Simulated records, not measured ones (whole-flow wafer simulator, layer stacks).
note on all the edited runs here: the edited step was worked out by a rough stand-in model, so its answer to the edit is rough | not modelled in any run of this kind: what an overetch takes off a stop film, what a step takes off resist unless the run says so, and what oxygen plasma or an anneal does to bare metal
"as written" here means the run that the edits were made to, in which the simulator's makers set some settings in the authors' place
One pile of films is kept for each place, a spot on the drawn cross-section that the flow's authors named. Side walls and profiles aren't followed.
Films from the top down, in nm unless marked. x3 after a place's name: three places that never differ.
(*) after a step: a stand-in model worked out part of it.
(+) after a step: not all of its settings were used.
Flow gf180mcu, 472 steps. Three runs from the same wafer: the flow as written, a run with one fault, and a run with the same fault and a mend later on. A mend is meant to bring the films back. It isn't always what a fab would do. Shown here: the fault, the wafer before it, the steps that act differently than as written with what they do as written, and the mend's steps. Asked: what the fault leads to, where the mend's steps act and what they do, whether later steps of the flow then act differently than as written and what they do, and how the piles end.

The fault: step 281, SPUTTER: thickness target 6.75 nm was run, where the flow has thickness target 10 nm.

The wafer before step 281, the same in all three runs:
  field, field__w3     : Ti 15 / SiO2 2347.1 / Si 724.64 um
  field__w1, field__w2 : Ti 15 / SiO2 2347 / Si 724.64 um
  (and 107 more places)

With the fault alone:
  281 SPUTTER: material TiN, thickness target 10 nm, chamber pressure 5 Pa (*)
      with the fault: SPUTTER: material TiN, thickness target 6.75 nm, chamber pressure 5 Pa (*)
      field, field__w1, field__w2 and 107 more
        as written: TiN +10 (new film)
        with the fault: TiN +6.75 (new film)
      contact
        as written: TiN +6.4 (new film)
        with the fault: TiN +4.33 (new film)
  Later steps of the flow that act differently than as written (1 more step differs only slightly, by at most 2% or 0.5 nm, whichever is larger, and isn't shown):
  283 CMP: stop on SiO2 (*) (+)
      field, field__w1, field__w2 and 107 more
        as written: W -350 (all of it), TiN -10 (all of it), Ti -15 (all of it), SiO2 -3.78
        with the fault: W -350 (all of it), TiN -6.75 (all of it), Ti -15 (all of it), SiO2 -3.75
  At the end the piles differ from the flow's by more than 2% or 0.5 nm, whichever is larger, at contact.
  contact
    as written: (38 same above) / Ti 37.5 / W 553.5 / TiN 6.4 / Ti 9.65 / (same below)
    with the fault: (38 same above) / Ti 37.5 / W 555.6 / TiN 4.33 / Ti 9.65 / (same below)

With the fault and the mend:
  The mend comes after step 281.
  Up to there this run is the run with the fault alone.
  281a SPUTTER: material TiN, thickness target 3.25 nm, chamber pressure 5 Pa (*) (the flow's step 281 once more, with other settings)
      field, field__w1, field__w2 and 107 more
        TiN +3.25
      contact
        TiN +2.08
  No later step of the flow acts differently than as written at any place that is followed.
  At the end the piles are the same as the flow's at every place that both follow.
